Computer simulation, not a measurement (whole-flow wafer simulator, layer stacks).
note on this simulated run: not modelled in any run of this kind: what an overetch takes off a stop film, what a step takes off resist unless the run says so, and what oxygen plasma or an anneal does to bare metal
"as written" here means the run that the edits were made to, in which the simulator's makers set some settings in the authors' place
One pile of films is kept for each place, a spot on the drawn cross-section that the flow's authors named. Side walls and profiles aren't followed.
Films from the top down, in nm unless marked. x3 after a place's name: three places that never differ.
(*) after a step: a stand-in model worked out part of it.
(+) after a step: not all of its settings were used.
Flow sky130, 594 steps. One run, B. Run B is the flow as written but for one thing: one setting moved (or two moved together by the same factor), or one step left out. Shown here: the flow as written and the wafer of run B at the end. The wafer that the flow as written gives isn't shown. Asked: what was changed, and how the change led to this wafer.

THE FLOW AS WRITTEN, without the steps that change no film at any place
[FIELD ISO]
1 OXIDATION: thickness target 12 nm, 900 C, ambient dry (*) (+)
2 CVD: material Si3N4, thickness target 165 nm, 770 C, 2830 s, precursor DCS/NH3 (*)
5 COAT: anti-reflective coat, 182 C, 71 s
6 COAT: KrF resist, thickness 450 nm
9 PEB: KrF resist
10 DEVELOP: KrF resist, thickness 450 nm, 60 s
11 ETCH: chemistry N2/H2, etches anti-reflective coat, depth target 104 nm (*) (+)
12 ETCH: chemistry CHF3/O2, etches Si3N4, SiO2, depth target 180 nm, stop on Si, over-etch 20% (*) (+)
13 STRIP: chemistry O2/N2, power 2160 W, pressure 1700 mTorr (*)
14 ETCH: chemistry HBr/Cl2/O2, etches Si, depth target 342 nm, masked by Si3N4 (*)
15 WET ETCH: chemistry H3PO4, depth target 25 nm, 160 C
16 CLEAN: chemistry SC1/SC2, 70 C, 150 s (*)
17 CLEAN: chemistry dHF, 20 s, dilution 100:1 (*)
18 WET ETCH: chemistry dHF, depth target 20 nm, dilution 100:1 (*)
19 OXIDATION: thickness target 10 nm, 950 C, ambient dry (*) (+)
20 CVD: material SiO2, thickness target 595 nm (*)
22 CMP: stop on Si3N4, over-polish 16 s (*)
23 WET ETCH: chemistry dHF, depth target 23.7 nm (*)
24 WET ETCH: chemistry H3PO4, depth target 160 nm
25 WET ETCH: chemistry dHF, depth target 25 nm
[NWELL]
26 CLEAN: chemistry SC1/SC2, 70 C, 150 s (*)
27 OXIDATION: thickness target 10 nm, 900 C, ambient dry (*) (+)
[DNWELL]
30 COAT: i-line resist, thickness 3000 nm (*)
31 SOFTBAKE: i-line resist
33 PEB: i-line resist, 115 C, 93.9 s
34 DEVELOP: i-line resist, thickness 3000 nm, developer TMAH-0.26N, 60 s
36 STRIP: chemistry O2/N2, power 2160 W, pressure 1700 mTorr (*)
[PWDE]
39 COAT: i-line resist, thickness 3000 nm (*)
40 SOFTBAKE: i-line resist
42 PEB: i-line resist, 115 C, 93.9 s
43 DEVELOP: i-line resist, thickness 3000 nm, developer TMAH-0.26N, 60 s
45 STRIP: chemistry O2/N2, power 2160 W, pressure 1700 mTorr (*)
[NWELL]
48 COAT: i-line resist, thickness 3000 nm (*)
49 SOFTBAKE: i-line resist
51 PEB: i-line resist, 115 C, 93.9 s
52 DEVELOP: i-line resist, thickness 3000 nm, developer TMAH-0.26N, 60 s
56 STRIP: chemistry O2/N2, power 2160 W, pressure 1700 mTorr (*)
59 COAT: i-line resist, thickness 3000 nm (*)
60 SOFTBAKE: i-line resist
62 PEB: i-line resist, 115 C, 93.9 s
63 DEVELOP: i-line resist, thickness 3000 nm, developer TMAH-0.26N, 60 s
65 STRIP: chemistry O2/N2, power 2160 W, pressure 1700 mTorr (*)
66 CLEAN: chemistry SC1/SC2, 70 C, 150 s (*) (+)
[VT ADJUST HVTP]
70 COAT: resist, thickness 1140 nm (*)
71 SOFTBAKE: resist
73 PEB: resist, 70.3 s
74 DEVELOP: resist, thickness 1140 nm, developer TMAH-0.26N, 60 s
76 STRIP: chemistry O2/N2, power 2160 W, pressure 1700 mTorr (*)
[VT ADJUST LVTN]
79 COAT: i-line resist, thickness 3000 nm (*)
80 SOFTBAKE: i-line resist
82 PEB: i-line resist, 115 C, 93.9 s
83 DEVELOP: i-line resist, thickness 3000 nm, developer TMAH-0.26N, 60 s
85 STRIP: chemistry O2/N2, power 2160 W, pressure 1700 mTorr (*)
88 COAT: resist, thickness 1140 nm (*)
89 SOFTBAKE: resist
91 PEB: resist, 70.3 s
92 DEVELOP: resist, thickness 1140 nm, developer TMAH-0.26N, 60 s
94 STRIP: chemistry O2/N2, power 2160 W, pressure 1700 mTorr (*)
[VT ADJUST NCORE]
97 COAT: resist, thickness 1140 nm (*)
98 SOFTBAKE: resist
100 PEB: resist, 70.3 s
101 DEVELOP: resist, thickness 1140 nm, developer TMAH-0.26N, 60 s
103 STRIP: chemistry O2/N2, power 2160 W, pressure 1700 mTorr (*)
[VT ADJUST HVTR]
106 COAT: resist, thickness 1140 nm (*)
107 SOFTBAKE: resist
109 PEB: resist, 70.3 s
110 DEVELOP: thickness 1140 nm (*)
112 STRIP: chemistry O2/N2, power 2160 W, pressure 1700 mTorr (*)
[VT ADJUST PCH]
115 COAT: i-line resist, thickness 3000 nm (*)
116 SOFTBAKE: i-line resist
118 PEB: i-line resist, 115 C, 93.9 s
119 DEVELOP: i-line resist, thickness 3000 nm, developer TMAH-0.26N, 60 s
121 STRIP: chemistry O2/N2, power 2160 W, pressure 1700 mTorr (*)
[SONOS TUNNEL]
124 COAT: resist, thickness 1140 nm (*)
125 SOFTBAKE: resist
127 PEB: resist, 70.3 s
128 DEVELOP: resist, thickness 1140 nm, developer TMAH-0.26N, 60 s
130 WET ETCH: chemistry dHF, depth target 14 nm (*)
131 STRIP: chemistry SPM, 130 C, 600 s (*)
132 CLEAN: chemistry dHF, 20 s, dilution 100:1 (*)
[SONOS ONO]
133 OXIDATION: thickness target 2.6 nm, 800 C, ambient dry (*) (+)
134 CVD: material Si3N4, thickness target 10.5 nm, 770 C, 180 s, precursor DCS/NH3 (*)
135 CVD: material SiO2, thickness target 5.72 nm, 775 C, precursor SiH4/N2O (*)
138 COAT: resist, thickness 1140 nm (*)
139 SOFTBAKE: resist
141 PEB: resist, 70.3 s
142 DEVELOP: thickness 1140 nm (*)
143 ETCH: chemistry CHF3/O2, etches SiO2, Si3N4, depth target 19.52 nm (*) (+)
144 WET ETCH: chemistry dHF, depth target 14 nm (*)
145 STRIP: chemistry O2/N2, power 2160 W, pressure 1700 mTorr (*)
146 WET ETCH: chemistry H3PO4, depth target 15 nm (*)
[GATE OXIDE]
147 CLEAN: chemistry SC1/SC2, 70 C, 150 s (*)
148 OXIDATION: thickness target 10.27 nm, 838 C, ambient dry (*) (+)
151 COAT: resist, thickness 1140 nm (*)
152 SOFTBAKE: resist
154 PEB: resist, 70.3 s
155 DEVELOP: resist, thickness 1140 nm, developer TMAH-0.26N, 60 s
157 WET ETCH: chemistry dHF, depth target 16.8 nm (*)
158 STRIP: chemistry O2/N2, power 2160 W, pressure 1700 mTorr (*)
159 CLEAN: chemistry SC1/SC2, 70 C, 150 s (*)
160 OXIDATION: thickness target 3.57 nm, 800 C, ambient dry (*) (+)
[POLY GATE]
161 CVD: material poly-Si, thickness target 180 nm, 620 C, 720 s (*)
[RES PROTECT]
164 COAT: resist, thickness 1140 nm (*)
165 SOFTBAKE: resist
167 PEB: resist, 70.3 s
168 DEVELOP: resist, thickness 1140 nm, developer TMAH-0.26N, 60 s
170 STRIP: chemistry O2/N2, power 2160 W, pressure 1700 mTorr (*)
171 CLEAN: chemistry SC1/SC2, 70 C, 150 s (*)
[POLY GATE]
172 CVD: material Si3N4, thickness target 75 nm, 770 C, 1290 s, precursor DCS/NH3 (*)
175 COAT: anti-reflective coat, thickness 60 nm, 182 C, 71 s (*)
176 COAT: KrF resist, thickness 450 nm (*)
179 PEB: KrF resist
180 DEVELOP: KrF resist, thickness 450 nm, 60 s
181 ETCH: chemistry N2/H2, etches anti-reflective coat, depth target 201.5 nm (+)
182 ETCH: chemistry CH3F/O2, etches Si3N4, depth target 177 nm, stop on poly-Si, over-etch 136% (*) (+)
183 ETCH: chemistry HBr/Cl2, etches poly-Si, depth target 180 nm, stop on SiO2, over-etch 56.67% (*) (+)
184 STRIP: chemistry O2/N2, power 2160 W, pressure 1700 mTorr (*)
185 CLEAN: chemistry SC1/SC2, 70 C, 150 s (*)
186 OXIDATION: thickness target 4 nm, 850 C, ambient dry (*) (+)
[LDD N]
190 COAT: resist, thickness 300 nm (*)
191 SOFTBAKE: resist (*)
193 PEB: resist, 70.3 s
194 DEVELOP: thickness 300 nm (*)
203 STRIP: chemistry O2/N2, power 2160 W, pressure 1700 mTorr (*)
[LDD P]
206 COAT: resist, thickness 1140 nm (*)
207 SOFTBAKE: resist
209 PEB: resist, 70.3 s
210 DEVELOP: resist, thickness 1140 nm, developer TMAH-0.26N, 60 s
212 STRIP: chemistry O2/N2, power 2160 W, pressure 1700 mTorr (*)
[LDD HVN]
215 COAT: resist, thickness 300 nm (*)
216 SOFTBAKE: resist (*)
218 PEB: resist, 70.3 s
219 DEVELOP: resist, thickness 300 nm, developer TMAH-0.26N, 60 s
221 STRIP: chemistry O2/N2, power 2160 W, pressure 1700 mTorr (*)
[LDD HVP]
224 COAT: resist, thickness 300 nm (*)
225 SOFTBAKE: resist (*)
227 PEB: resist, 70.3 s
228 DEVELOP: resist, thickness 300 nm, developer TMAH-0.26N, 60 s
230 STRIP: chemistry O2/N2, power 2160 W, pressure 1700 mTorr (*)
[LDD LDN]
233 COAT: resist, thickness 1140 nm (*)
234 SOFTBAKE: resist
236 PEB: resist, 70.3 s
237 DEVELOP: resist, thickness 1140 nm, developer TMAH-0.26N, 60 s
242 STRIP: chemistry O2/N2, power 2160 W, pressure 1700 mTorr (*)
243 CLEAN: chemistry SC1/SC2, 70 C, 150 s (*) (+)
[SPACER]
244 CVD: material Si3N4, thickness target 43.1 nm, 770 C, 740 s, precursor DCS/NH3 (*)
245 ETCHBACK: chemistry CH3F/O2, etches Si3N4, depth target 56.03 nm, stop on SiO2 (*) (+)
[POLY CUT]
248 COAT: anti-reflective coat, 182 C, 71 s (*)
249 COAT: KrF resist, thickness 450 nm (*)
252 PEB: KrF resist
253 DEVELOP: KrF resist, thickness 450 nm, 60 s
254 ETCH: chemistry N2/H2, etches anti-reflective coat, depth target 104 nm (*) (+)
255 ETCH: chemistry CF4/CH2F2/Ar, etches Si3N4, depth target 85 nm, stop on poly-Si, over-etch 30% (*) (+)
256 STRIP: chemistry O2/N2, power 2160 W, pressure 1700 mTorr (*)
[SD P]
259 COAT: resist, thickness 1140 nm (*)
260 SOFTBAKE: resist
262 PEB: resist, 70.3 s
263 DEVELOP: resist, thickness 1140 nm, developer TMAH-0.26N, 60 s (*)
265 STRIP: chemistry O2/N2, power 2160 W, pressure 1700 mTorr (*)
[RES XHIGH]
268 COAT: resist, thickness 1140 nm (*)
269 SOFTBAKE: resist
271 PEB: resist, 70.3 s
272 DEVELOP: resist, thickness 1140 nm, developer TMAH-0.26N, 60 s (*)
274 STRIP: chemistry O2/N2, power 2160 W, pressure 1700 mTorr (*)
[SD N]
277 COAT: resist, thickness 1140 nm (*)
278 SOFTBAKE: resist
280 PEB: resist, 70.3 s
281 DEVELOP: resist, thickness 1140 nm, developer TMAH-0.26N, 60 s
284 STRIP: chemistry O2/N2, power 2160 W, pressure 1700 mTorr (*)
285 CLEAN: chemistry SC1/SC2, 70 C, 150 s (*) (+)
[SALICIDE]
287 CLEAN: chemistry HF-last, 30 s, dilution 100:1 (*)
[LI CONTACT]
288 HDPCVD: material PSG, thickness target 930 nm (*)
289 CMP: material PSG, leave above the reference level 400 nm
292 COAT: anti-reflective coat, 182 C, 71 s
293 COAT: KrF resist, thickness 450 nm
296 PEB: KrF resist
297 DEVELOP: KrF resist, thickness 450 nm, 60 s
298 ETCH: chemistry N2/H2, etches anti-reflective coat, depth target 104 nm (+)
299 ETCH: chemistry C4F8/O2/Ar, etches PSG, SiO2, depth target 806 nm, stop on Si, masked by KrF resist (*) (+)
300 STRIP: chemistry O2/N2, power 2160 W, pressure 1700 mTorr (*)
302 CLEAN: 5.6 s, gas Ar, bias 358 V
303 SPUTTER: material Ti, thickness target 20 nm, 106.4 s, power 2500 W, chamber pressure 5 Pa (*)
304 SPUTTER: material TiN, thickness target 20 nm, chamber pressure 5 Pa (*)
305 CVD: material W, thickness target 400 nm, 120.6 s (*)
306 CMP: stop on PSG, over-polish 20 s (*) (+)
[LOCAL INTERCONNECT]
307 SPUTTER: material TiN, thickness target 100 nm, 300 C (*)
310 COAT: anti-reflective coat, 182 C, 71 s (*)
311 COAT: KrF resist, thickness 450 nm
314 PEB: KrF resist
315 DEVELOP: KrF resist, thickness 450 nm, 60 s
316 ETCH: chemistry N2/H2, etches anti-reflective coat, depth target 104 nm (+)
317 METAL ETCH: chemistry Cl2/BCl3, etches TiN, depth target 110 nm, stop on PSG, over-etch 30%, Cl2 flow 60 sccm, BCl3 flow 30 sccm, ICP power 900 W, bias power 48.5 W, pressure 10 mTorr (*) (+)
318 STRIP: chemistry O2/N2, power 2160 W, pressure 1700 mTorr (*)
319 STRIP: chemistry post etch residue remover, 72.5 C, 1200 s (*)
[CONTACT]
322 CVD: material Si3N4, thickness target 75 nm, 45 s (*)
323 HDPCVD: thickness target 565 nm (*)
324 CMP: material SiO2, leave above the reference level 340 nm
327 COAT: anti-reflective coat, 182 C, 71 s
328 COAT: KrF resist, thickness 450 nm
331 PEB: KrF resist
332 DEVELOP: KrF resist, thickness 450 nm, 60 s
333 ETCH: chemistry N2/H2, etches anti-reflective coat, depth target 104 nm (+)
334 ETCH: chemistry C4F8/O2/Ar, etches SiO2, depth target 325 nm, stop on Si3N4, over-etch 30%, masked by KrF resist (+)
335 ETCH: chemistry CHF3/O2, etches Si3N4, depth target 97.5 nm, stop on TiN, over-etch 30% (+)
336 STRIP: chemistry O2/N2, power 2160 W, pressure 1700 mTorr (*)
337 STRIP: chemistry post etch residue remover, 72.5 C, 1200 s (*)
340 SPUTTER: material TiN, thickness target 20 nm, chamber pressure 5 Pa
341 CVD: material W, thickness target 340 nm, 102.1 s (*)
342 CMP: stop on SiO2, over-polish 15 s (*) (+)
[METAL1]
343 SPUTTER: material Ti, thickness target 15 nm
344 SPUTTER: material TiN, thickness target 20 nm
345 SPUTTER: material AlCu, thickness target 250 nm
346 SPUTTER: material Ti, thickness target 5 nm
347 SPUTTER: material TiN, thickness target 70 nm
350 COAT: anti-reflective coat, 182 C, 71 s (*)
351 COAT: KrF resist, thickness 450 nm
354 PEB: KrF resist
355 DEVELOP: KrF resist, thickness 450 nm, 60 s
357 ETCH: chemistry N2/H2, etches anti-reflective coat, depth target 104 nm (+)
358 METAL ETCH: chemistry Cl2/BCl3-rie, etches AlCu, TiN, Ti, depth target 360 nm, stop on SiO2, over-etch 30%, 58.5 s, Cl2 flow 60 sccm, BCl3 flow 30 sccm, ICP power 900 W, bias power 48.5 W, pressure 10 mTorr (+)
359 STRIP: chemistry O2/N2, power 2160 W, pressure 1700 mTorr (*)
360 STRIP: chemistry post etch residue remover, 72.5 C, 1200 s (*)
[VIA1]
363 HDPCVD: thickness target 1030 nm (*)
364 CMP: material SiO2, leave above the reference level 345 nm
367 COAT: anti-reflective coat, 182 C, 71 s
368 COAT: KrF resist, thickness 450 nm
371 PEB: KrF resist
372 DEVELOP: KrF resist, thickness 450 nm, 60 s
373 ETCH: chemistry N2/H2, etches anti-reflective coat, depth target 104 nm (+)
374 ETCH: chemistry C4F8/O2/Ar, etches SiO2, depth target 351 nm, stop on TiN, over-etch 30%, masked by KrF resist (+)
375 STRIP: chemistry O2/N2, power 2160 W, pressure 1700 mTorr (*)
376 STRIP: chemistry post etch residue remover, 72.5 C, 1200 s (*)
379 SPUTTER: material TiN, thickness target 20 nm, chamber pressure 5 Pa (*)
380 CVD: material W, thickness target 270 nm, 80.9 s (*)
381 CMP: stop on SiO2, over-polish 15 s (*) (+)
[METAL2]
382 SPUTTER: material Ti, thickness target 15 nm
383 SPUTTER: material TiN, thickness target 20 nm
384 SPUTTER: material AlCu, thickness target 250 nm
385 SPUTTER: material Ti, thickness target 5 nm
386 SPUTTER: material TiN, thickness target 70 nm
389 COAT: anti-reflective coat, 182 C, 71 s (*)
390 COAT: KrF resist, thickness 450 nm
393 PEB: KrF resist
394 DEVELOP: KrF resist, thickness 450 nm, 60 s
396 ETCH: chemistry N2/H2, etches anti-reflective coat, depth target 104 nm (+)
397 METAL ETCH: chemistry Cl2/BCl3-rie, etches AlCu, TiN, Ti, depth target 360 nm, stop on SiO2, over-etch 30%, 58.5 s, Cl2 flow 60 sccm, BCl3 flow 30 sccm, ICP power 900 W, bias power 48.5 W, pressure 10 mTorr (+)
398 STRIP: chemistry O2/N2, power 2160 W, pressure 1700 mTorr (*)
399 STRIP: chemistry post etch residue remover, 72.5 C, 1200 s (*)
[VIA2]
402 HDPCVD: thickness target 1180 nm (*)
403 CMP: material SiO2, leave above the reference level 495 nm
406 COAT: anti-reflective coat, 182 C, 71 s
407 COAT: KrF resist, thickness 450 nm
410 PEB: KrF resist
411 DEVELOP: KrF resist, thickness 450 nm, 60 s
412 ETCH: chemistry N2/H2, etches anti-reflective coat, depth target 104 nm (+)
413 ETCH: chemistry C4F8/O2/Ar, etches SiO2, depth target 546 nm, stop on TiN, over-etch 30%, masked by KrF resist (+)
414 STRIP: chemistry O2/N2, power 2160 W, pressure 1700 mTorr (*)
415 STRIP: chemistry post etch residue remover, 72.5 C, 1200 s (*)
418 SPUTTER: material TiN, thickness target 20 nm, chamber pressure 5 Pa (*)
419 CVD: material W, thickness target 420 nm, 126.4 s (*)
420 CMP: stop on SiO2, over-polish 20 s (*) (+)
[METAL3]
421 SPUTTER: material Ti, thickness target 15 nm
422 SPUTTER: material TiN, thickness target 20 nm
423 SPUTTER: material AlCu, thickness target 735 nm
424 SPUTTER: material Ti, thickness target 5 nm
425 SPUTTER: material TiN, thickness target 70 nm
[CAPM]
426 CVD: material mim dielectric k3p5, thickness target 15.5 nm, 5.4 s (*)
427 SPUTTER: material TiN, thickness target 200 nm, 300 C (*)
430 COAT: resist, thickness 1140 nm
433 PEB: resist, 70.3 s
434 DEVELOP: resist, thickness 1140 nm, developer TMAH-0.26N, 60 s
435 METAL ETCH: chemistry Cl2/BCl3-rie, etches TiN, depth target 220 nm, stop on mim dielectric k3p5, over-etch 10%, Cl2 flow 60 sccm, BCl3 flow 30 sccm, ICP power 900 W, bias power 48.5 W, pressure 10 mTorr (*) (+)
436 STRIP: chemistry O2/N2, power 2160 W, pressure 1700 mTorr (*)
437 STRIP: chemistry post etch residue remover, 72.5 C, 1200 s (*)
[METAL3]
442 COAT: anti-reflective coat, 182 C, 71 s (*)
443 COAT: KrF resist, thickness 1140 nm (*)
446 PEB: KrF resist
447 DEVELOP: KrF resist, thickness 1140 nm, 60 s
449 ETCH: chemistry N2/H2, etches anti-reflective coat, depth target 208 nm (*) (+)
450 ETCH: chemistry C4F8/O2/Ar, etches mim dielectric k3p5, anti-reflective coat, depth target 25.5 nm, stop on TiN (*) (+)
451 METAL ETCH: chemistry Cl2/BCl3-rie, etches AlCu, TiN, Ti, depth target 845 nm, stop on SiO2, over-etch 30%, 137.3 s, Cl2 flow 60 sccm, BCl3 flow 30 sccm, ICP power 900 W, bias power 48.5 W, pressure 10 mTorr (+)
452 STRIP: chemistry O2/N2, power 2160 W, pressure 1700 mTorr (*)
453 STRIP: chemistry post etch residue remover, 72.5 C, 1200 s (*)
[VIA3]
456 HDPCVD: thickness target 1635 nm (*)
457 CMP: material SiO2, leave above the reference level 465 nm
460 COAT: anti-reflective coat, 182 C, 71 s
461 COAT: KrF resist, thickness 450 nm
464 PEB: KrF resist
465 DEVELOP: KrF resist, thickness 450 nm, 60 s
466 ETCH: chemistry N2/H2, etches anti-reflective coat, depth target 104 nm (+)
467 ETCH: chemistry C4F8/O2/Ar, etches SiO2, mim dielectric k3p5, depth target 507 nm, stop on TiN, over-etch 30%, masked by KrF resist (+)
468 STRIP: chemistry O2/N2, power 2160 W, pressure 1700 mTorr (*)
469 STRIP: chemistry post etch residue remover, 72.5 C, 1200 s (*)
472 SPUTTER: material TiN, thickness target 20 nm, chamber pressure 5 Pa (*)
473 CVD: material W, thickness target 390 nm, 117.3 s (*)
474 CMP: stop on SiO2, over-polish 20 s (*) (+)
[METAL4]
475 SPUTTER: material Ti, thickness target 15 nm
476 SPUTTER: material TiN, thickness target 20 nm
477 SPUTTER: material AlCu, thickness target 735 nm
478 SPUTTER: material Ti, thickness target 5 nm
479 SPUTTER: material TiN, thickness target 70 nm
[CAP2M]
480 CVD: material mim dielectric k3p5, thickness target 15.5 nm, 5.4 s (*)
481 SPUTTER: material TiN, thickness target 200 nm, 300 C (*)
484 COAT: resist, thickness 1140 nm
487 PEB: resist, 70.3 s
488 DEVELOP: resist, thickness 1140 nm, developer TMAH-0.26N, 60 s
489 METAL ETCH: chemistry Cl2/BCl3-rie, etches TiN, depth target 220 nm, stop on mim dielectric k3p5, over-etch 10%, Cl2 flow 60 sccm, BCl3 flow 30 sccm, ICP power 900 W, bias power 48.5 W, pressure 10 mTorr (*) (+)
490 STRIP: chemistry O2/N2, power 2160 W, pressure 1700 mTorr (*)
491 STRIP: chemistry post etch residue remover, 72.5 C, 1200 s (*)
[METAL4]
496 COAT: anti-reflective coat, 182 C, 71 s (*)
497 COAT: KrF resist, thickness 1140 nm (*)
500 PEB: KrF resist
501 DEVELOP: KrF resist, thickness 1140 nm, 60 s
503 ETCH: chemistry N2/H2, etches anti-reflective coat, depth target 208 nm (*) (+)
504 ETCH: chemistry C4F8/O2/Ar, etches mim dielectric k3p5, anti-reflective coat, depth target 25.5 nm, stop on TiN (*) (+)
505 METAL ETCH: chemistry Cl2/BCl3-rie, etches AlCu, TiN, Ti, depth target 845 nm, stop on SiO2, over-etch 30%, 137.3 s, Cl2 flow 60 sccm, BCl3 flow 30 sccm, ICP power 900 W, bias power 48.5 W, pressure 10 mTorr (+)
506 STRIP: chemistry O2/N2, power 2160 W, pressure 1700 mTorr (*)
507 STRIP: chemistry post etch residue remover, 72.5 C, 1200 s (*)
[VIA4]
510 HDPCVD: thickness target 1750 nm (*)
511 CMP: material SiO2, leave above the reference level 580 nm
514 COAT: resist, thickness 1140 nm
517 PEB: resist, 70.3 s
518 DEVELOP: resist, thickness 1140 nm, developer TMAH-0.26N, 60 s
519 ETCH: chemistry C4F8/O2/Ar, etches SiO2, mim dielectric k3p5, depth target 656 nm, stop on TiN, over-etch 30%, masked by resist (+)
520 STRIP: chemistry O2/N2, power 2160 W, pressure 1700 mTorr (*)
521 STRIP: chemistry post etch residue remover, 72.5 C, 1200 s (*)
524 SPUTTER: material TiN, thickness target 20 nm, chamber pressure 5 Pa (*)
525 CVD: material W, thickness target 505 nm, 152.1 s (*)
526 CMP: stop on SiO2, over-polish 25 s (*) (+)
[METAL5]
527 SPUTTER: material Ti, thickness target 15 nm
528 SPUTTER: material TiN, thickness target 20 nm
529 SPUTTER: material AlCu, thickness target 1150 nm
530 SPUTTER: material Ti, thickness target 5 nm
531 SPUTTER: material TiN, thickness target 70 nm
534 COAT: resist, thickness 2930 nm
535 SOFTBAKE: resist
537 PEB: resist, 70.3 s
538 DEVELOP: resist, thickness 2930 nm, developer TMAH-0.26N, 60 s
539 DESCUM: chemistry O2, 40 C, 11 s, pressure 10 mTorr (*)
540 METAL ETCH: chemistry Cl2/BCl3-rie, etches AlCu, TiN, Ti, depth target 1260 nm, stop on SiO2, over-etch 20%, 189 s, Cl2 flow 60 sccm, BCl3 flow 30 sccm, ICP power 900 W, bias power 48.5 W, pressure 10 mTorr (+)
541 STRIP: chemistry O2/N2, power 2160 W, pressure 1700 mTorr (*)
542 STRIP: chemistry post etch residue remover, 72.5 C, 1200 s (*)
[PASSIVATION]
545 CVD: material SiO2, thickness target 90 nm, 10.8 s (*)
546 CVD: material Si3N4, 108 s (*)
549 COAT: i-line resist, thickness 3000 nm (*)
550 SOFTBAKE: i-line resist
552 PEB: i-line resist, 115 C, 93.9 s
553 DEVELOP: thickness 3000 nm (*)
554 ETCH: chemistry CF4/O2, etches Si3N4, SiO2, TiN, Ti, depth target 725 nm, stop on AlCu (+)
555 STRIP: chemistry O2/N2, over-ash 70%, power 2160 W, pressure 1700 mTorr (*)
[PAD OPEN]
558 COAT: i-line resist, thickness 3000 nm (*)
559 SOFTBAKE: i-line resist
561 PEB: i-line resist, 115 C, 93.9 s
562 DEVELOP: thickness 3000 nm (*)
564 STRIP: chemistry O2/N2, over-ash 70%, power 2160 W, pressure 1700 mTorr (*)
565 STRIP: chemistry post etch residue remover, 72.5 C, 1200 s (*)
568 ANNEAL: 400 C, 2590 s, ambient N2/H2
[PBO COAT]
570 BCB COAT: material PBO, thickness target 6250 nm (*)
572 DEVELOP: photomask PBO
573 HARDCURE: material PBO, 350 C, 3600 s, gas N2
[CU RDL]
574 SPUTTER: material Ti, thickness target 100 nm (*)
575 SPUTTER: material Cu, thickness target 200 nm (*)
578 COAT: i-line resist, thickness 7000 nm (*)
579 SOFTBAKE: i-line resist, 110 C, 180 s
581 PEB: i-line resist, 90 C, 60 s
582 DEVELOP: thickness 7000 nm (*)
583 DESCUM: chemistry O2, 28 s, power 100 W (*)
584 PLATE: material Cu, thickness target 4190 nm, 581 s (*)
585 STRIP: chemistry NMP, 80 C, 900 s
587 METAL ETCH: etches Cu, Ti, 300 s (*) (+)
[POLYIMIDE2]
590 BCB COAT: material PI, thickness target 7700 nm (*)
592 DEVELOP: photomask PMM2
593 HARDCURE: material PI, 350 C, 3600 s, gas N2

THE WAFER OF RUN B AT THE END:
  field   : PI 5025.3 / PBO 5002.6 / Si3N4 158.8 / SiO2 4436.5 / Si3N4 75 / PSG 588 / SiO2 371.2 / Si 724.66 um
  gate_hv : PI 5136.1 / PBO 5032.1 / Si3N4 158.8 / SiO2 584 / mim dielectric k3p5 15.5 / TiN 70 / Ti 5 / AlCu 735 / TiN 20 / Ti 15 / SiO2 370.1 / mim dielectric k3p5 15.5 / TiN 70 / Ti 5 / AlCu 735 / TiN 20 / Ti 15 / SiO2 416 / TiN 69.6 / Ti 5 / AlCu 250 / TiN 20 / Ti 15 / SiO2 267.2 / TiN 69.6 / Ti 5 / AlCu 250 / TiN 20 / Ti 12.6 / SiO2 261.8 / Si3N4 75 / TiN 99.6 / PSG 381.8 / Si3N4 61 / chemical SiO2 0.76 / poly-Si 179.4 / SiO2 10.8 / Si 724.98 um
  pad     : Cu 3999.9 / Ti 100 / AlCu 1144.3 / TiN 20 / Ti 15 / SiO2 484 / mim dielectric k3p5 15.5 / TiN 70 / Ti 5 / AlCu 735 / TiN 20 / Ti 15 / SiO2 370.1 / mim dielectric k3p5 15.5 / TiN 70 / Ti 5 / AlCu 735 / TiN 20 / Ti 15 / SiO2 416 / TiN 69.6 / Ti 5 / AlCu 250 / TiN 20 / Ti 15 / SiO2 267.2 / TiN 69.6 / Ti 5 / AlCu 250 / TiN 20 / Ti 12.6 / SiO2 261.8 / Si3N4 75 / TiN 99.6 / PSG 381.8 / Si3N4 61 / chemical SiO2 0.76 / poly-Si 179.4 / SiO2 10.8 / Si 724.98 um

The cause: step 343, SPUTTER: thickness target 12.6 nm was run, where the flow has thickness target 15 nm.
It can be read off the wafer: gate_hv has Ti 12.6, and step 343 as written asks for 15 nm.

How the change led to this, step by step:
  343 SPUTTER: material Ti, thickness target 15 nm
      field, active, n_well and 188 more: Ti +12.6 (new film) (as written it would be: Ti +15 (new film))
  358 METAL ETCH: chemistry Cl2/BCl3-rie, etches AlCu, TiN, Ti, depth target 360 nm, stop on SiO2, over-etch 30%, 58.5 s, Cl2 flow 60 sccm, BCl3 flow 30 sccm, ICP power 900 W, bias power 48.5 W, pressure 10 mTorr (+)
      field, active, gate and 81 more: TiN -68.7 (all of it), Ti -5 (all of it), AlCu -250 (all of it), TiN -20 (all of it), Ti -12.6 (all of it), SiO2 -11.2 (as written it would be: TiN -68.7 (all of it), Ti -5 (all of it), AlCu -250 (all of it), TiN -20 (all of it), Ti -15 (all of it), SiO2 -10.9)
